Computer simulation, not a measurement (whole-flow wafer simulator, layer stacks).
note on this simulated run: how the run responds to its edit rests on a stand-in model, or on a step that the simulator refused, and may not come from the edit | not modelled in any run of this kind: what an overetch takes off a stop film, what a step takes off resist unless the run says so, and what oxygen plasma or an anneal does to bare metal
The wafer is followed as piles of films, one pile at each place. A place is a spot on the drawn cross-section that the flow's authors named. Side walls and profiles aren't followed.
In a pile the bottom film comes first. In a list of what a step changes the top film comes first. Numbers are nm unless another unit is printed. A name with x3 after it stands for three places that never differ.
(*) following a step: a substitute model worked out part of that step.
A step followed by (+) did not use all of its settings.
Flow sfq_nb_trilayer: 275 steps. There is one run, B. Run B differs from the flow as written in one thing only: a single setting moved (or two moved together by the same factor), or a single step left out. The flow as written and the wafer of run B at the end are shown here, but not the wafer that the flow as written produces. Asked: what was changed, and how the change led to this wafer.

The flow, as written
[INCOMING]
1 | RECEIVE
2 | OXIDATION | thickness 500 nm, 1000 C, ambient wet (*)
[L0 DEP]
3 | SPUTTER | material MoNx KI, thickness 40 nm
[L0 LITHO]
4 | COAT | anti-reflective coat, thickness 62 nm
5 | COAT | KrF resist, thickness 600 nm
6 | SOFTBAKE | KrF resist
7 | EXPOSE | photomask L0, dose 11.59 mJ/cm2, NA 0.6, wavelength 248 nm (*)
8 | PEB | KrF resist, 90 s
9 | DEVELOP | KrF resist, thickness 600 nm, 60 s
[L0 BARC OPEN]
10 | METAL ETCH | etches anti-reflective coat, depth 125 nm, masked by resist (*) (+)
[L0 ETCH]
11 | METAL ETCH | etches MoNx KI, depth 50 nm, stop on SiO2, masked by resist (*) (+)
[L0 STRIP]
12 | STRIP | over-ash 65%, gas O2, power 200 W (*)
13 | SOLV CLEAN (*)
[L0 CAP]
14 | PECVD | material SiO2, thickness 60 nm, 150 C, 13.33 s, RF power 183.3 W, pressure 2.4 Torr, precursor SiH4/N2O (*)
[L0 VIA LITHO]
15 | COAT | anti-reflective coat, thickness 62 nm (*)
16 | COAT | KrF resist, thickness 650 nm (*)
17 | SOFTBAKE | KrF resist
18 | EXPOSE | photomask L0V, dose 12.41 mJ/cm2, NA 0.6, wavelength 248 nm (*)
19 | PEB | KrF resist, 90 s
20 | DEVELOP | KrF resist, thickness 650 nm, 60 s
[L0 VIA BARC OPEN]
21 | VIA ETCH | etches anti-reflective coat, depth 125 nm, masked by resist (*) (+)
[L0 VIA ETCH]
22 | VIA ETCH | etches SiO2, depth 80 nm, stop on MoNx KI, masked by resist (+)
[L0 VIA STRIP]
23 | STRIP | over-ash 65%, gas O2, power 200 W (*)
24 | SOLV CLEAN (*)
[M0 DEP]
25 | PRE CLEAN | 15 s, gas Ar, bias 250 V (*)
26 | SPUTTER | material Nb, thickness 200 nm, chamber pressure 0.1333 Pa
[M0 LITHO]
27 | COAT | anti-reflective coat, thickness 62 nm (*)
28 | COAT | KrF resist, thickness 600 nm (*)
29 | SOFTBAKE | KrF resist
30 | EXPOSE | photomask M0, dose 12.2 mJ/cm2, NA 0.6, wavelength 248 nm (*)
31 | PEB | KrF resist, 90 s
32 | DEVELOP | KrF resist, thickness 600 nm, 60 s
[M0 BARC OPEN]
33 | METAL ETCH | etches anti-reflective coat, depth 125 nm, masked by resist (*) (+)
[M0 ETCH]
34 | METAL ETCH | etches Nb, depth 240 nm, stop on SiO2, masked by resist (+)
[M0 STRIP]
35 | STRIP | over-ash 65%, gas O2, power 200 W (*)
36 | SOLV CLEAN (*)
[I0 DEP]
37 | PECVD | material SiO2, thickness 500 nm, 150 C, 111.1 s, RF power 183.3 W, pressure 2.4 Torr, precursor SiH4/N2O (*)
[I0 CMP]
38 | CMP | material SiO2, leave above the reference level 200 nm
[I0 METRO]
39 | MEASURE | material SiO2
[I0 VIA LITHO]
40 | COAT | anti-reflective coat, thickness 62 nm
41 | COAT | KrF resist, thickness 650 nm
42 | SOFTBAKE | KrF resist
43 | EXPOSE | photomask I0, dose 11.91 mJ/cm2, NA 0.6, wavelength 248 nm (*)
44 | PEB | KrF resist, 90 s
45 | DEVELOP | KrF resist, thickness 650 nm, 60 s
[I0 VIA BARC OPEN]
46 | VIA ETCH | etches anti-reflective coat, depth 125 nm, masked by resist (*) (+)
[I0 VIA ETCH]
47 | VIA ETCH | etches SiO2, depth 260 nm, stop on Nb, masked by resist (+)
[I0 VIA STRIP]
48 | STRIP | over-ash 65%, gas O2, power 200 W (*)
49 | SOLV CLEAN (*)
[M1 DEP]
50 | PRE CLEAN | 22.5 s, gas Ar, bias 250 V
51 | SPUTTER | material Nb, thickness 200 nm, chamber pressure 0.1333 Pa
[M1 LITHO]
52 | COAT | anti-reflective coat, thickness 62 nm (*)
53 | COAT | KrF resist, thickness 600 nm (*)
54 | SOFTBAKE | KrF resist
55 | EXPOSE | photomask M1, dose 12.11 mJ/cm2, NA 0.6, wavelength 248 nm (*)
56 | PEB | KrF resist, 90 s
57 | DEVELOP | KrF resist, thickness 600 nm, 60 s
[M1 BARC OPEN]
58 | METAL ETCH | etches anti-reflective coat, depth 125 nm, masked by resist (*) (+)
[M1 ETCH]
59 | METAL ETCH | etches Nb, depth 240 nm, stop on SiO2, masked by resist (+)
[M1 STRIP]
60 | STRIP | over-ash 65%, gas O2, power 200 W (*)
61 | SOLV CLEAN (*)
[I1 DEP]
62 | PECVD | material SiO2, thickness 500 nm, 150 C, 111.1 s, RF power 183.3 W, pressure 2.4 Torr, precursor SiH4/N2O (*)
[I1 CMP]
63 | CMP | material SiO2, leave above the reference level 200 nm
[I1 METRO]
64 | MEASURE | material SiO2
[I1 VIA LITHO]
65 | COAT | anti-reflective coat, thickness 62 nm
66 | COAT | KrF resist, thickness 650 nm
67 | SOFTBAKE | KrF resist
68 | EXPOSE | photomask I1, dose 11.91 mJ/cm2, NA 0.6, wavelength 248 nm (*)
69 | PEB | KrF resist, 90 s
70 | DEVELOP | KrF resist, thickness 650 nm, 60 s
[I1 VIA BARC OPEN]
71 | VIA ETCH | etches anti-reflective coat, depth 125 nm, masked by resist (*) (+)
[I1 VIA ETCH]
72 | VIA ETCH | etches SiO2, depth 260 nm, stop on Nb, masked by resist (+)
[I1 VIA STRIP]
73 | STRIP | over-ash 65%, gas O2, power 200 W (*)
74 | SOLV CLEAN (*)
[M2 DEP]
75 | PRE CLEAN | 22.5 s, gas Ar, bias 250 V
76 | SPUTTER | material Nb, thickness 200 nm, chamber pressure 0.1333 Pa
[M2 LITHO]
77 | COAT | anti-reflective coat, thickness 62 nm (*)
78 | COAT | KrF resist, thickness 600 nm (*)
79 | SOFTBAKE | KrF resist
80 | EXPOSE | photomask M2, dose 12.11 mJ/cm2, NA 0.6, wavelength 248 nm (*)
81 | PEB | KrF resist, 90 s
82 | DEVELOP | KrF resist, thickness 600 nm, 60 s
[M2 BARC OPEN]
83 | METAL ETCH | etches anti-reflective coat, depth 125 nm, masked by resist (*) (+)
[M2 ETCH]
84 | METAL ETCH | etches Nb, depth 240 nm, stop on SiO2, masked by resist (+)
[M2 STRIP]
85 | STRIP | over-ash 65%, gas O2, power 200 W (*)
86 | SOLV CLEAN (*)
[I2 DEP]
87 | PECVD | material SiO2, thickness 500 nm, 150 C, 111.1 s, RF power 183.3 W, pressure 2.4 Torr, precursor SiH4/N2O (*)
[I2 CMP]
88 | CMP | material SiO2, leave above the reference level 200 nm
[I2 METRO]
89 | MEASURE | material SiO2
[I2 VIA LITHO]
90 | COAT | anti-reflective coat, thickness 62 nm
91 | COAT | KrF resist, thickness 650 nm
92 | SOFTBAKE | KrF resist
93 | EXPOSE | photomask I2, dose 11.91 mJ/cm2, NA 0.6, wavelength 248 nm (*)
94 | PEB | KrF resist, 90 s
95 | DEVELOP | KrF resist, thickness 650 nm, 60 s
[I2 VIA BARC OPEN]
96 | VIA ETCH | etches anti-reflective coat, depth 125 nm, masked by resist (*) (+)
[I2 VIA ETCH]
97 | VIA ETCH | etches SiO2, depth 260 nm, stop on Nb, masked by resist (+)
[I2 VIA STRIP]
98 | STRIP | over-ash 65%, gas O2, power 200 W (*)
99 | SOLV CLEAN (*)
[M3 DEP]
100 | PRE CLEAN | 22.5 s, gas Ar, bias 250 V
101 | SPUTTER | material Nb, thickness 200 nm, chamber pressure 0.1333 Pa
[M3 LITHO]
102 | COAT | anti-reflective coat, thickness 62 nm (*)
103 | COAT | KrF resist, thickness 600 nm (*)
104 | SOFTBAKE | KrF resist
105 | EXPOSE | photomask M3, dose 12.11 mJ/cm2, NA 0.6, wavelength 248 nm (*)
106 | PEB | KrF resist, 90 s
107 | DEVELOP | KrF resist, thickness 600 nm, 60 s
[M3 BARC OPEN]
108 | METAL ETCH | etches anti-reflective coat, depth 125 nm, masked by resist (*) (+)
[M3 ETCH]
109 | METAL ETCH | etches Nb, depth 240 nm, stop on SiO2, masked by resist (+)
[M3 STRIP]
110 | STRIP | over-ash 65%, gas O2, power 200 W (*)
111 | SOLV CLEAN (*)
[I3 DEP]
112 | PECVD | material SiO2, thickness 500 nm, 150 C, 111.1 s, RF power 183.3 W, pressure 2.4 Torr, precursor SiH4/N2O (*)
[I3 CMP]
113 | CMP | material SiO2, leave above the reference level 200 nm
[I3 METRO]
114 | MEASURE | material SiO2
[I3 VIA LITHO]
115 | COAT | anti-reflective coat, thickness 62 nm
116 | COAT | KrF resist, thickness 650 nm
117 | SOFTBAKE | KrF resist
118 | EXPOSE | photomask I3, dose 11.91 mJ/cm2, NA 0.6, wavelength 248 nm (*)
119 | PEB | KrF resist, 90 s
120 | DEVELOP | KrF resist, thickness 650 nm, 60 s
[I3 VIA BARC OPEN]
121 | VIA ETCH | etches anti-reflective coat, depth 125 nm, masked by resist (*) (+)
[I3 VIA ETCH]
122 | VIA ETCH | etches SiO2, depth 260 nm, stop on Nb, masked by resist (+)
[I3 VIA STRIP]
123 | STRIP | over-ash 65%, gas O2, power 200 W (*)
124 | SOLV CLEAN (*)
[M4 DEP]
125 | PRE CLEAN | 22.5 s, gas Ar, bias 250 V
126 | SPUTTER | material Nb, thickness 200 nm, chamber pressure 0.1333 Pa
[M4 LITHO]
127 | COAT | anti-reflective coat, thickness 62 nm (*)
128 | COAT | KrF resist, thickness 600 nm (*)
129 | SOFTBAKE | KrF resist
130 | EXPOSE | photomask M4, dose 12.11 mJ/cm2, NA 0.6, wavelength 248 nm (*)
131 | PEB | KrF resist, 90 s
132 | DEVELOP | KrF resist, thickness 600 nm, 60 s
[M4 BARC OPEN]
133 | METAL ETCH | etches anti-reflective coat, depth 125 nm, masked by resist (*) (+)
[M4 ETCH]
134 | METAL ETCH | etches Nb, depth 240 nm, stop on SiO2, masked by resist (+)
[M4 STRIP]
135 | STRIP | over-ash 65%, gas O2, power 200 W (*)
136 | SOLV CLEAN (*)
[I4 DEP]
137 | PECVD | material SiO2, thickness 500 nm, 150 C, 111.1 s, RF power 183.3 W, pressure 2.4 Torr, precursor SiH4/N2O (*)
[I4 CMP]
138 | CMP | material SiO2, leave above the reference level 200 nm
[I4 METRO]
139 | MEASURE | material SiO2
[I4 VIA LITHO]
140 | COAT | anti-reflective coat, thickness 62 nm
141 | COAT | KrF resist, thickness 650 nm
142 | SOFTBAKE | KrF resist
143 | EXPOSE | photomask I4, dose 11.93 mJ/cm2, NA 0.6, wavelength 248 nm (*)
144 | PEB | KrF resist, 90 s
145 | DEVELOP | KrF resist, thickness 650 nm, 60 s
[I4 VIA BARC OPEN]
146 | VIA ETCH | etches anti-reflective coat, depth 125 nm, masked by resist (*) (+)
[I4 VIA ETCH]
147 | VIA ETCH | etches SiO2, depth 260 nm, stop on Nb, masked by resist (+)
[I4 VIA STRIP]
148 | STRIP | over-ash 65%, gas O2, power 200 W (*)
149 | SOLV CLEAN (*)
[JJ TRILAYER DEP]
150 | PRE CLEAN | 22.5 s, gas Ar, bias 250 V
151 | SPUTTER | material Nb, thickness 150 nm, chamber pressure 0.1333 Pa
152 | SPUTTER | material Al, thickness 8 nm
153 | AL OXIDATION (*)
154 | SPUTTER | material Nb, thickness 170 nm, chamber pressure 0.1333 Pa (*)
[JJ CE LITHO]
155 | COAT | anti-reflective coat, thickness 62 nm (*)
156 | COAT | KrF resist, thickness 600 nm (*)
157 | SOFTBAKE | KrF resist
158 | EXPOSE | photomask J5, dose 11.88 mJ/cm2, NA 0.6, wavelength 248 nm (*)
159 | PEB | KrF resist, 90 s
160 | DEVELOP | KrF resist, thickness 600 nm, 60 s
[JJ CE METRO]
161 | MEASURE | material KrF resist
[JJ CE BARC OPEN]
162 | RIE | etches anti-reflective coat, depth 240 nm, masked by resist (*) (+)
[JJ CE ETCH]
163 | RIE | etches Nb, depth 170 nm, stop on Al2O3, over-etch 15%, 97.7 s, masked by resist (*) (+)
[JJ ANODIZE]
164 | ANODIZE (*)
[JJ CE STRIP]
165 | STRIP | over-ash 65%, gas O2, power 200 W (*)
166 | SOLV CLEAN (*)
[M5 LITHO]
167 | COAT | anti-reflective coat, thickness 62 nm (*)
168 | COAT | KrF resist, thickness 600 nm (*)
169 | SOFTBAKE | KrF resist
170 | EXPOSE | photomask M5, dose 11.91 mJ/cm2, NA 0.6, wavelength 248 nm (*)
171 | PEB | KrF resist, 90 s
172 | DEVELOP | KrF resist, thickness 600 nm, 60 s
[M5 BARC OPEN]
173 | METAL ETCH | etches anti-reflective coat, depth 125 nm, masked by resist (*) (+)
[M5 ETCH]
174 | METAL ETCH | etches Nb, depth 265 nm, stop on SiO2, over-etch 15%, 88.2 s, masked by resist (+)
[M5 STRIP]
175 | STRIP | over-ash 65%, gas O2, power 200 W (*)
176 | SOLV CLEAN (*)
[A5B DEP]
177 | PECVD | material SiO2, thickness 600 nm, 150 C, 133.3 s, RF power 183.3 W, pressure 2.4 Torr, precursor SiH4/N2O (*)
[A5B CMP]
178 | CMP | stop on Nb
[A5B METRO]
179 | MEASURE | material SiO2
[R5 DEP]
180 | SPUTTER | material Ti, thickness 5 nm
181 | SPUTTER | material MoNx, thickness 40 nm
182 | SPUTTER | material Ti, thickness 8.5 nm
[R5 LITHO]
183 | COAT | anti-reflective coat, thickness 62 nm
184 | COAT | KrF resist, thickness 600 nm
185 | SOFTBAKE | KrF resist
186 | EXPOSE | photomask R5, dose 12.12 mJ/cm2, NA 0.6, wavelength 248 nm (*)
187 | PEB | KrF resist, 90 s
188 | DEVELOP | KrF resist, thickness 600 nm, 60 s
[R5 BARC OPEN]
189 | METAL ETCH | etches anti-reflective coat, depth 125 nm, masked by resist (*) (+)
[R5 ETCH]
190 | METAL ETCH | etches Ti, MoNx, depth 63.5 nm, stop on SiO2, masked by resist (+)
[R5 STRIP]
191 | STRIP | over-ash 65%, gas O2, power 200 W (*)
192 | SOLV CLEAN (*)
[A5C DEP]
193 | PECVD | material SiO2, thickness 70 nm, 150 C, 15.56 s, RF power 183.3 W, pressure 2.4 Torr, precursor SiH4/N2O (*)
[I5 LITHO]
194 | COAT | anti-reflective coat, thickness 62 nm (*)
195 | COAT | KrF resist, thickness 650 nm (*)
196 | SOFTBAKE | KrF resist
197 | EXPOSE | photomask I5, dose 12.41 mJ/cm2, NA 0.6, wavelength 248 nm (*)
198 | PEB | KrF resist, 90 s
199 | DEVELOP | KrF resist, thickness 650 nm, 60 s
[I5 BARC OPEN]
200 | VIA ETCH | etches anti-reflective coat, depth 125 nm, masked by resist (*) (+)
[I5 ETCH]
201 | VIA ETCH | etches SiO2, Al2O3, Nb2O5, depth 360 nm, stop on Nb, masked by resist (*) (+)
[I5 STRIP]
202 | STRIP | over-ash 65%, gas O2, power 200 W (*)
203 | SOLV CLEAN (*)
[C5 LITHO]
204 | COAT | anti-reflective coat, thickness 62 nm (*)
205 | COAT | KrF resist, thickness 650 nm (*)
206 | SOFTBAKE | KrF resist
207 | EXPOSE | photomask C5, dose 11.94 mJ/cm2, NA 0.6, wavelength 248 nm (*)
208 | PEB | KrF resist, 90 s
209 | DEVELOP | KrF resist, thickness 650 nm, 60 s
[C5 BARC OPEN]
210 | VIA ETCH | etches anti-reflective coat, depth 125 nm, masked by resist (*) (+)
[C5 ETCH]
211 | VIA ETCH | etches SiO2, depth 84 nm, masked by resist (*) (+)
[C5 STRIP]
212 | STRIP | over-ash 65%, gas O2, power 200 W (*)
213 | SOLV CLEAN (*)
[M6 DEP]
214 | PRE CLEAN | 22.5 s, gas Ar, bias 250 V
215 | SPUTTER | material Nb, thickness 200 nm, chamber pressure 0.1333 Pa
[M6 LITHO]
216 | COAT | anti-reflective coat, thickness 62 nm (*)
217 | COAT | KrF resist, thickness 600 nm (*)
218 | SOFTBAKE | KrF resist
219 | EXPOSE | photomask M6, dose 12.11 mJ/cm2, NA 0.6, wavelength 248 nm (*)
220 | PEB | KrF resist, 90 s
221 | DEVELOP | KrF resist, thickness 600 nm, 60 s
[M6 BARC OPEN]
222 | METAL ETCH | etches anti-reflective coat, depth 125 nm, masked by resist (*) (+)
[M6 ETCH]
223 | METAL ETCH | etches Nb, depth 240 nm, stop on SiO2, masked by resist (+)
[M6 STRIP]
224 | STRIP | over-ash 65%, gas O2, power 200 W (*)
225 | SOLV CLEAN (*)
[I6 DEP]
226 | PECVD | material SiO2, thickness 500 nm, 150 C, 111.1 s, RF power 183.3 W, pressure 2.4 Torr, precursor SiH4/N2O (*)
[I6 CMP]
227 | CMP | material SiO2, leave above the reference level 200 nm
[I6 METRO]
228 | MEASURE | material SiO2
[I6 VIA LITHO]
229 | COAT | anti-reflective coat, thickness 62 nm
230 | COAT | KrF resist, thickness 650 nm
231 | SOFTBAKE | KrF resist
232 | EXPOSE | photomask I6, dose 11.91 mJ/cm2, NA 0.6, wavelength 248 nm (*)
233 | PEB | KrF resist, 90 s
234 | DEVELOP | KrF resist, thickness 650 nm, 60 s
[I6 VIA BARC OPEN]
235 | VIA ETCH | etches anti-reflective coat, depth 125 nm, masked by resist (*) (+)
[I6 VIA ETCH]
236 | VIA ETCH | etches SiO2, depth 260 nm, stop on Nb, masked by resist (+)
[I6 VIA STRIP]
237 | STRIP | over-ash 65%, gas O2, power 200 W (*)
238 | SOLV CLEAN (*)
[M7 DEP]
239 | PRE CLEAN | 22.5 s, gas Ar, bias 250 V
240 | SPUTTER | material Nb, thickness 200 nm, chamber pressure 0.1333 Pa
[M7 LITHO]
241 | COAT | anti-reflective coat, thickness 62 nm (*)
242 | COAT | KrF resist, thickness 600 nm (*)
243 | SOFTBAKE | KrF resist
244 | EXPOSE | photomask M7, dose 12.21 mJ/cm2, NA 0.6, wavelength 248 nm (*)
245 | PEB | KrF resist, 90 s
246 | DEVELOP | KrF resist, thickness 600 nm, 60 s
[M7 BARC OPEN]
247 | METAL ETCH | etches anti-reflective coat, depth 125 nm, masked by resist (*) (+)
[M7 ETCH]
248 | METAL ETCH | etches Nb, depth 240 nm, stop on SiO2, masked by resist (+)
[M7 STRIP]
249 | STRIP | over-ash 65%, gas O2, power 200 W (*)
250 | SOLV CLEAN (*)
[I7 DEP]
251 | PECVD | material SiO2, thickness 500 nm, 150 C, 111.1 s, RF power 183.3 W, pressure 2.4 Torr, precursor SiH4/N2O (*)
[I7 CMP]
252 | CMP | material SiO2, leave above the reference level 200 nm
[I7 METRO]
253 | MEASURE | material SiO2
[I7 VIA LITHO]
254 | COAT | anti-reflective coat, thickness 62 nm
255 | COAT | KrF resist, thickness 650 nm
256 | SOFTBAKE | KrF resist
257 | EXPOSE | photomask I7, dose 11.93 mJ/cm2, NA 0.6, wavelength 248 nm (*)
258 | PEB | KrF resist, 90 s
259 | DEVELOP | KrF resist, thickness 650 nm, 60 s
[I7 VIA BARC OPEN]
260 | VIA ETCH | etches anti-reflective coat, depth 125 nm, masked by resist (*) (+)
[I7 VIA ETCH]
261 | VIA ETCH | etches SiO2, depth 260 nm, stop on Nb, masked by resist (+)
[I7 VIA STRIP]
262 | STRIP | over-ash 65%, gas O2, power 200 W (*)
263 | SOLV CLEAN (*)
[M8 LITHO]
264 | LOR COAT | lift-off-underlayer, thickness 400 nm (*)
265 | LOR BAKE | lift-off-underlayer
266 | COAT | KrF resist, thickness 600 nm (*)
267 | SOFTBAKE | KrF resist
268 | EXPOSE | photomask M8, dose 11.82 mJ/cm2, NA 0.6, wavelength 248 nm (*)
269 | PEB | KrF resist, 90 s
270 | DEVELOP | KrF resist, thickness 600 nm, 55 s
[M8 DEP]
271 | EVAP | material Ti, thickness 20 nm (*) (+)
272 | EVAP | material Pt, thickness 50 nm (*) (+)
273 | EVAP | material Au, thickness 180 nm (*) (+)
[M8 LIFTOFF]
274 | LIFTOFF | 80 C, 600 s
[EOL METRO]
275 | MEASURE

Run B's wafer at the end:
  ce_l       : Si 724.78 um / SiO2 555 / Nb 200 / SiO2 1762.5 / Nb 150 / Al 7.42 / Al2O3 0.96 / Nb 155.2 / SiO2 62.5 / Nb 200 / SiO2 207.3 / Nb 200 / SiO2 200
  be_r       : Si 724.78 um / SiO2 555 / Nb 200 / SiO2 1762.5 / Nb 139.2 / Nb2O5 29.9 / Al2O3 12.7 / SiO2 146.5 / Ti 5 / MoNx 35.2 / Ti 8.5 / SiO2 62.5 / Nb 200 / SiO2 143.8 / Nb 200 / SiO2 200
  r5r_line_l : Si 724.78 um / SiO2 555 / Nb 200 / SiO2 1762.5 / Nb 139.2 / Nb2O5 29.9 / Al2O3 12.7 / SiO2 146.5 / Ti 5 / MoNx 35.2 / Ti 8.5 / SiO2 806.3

What caused this: step 181, SPUTTER: thickness 35.2 nm was run, whereas the flow has thickness 40 nm.
The wafer itself shows it: be_r has MoNx 35.2, and step 181 as written asks for 40 nm.

How this came from the change, step by step:
  181 | SPUTTER | material MoNx, thickness 40 nm
      field_l, v_sur, via_wl and 103 more: MoNx gains 35.2 (new film) (it would be, as written: MoNx gains 40 (new film))
  190 | METAL ETCH | etches Ti, MoNx, depth 63.5 nm, stop on SiO2, masked by resist (+)
      field_l, v_sur, via_wl and 92 more: Ti loses 8.5 (all of it), MoNx loses 35.2 (all of it), Ti loses 5 (all of it) (it would be, as written: Ti loses 8.5 (all of it), MoNx loses 40 (all of it), Ti loses 5 (all of it))
      ce_l, c5j, ce_r, wl_jj: Ti loses 8.5 (all of it), MoNx loses 35.2 (all of it), Ti loses 5 (all of it), Nb loses 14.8 (it would be, as written: Ti loses 8.5 (all of it), MoNx loses 40 (all of it), Ti loses 5 (all of it), Nb loses 10)
  194 | COAT | anti-reflective coat, thickness 62 nm (*)
      r5r_spacepad_l, r5r_spacepad_r: anti-reflective coat gains 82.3 (new film) (it would be, as written: anti-reflective coat gains 84.4 (new film))
      ce_l: anti-reflective coat gains 69.3 (new film) (it would be, as written: anti-reflective coat gains 67.2 (new film))
      (and at 4 other places as well)
  202 | STRIP | over-ash 65%, gas O2, power 200 W (*)
      r5r_spacepad_l, r5r_spacepad_r: KrF resist loses 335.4 (all of it), anti-reflective coat loses 82.3 (all of it) (it would be, as written: KrF resist loses 335.6 (all of it), anti-reflective coat loses 84.4 (all of it))
      ce_l: KrF resist loses 342.8 (all of it), anti-reflective coat loses 69.3 (all of it) (it would be, as written: KrF resist loses 341.5 (all of it), anti-reflective coat loses 67.2 (all of it))
      (and at 4 other places as well)
  204 | COAT | anti-reflective coat, thickness 62 nm (*)
      r5r_spacepad_l, r5r_spacepad_r: anti-reflective coat gains 82.3 (new film) (it would be, as written: anti-reflective coat gains 84.4 (new film))
      ce_l: anti-reflective coat gains 68.1 (new film) (it would be, as written: anti-reflective coat gains 66 (new film))
      (and at 3 other places as well)
  212 | STRIP | over-ash 65%, gas O2, power 200 W (*)
      r5r_spacepad_l, r5r_spacepad_r: KrF resist loses 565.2 (all of it), anti-reflective coat loses 82.3 (all of it) (it would be, as written: KrF resist loses 565.8 (all of it), anti-reflective coat loses 84.4 (all of it))
      ce_l: KrF resist loses 568.3 (all of it), anti-reflective coat loses 68.1 (all of it) (it would be, as written: KrF resist loses 567.4 (all of it), anti-reflective coat loses 66 (all of it))
      (and at 3 other places as well)
  216 | COAT | anti-reflective coat, thickness 62 nm (*)
      r5r_spacepad_l, r5r_spacepad_r: anti-reflective coat gains 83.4 (new film) (it would be, as written: anti-reflective coat gains 85.7 (new film))
      ce_l: anti-reflective coat gains 49.5 (new film) (it would be, as written: anti-reflective coat gains 48 (new film))
      (and at 3 other places as well)
  222 | METAL ETCH | etches anti-reflective coat, depth 125 nm, masked by resist (*) (+)
      r5r_spacepad_l, r5r_spacepad_r: anti-reflective coat loses 83.4 (all of it) (it would be, as written: anti-reflective coat loses 85.7 (all of it))
  224 | STRIP | over-ash 65%, gas O2, power 200 W (*)
      ce_l: KrF resist loses 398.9 (all of it), anti-reflective coat loses 49.5 (all of it) (it would be, as written: KrF resist loses 397.1 (all of it), anti-reflective coat loses 48 (all of it))
      ce_r: KrF resist loses 404.8 (all of it), anti-reflective coat loses 50.3 (all of it) (it would be, as written: KrF resist loses 403.5 (all of it), anti-reflective coat loses 48.8 (all of it))
      (and at 2 other places as well)
  227 | CMP | material SiO2, leave above the reference level 200 nm
      r5r_line_l, r5r_line_c, r5r_line_r: SiO2 loses 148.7 (it would be, as written: SiO2 loses 153.5)
      r5r_spacepad_l, r5r_spacepad_r: SiO2 loses 146.2 (it would be, as written: SiO2 loses 153.5)
      (and at 1 other place as well)
